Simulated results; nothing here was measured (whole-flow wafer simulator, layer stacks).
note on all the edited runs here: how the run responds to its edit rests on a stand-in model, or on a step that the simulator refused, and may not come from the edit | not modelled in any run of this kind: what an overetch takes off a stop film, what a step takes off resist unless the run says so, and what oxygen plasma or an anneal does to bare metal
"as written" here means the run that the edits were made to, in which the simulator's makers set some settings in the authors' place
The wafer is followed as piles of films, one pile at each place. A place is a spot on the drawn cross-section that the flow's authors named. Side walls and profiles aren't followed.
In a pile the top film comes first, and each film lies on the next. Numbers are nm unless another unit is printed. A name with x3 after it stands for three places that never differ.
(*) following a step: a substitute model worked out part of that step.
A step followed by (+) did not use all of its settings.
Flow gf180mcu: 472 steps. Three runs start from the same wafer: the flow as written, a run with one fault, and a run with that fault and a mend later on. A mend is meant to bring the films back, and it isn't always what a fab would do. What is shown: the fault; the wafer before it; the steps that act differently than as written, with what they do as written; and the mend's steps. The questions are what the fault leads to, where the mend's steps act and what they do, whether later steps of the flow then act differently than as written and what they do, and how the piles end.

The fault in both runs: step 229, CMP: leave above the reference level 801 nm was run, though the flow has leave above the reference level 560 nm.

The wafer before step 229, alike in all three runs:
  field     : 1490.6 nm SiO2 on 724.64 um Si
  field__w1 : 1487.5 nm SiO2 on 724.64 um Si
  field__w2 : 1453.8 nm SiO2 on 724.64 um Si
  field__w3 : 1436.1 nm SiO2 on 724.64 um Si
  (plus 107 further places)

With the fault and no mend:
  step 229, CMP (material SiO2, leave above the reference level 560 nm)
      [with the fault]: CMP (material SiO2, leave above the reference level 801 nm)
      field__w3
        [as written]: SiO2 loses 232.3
        [with the fault]: nothing
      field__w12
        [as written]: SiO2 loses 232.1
        [with the fault]: nothing
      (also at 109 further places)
  Steps later in the flow that act otherwise than as written (2 other steps are not shown; they differ only slightly, by no more than 2% or 0.5 nm, whichever is larger):
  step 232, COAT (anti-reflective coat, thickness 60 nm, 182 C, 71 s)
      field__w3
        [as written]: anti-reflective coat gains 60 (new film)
        [with the fault]: anti-reflective coat gains 67.9 (new film)
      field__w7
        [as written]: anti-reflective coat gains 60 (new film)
        [with the fault]: anti-reflective coat gains 55.2 (new film)
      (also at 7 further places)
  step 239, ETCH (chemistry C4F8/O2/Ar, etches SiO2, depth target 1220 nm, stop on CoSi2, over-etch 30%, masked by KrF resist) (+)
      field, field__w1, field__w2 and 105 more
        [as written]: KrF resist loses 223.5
        [with the fault]: KrF resist loses 244
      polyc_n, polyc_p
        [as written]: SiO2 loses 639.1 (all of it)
        [with the fault]: SiO2 loses 880.1 (all of it)
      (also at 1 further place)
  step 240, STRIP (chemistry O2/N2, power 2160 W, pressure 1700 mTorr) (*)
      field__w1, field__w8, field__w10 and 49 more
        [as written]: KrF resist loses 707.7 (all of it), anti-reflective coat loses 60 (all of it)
        [with the fault]: KrF resist loses 687.2 (all of it), anti-reflective coat loses 60 (all of it)
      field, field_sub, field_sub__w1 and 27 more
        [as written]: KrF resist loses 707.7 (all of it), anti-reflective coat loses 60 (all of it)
        [with the fault]: KrF resist loses 687.1 (all of it), anti-reflective coat loses 60 (all of it)
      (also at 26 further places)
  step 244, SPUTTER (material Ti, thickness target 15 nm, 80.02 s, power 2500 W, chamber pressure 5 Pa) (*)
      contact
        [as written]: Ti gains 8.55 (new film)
        [with the fault]: Ti gains 7.44 (new film)
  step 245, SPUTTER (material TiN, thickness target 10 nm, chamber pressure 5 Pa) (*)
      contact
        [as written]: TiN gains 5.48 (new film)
        [with the fault]: TiN gains 4.79 (new film)
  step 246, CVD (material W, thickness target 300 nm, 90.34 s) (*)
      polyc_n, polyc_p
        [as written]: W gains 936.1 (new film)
        [with the fault]: W gains 1177.1 (new film)
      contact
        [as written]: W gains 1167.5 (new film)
        [with the fault]: W gains 1410.3 (new film)
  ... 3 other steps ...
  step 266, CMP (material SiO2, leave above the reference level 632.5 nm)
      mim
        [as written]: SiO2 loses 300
        [with the fault]: SiO2 loses 283.8
  By the end, the piles at field, field__w1, field__w2 and 109 more depart from the flow's by more than 2% or 0.5 nm, whichever is larger.
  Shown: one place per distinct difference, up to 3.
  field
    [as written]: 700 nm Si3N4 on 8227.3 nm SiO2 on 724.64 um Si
    [with the fault]: 700 nm Si3N4 on 8468.2 nm SiO2 on 724.64 um Si
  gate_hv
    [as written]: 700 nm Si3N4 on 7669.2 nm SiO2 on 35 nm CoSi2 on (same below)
    [with the fault]: 700 nm Si3N4 on 7910.1 nm SiO2 on 35 nm CoSi2 on (same below)
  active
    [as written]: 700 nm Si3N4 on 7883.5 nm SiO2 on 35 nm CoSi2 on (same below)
    [with the fault]: 700 nm Si3N4 on 8124.5 nm SiO2 on 35 nm CoSi2 on (same below)

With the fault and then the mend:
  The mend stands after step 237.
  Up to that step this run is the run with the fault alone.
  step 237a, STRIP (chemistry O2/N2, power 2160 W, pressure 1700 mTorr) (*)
      field, field__w1, field__w8 and 72 more
        KrF resist loses 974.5 (all of it), anti-reflective coat loses 60 (all of it)
      p_well, sti, spacer, sd_n, mim_1p0, pad, dice_street
        KrF resist loses 974.6 (all of it), anti-reflective coat loses 59.9 (all of it)
      sd_p_hv, gate_p_hv, nplus_u, nw_enc_fld, nw_enc_fld__w1, nw_sep_fld, gate_p_hv5
        KrF resist loses 974.4 (all of it), anti-reflective coat loses 60 (all of it)
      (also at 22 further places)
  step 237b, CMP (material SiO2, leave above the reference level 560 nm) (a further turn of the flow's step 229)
      field, field__w1, field__w2 and 105 more
        SiO2 loses 241
      field__w3
        SiO2 loses 232.3
      field__w12
        SiO2 loses 232.1
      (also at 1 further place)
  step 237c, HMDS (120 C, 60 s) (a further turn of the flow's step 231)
      does not change any film at any place that is followed
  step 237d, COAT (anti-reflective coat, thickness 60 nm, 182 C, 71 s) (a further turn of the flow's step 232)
      field, field__w1, field__w2 and 108 more
        anti-reflective coat gains 60 (new film)
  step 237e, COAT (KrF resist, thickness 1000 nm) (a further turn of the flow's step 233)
      field, field__w1, field__w2 and 108 more
        KrF resist gains 1000 (new film)
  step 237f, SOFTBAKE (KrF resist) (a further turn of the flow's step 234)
      does not change any film at any place that is followed
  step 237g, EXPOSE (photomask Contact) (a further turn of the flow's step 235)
      does not change any film at any place that is followed
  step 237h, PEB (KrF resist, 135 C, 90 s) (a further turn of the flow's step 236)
      field, field__w1, field__w2 and 108 more
        KrF resist loses 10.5
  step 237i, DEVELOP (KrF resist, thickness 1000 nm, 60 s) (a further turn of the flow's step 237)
      field, field__w1, field__w2 and 105 more
        KrF resist loses 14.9
      contact, polyc_n, polyc_p
        KrF resist loses 989.5 (all of it)
  Every later step of the flow that is run acts as written at every place that is followed.
  At every place that both follow, the piles at the end match the flow's.
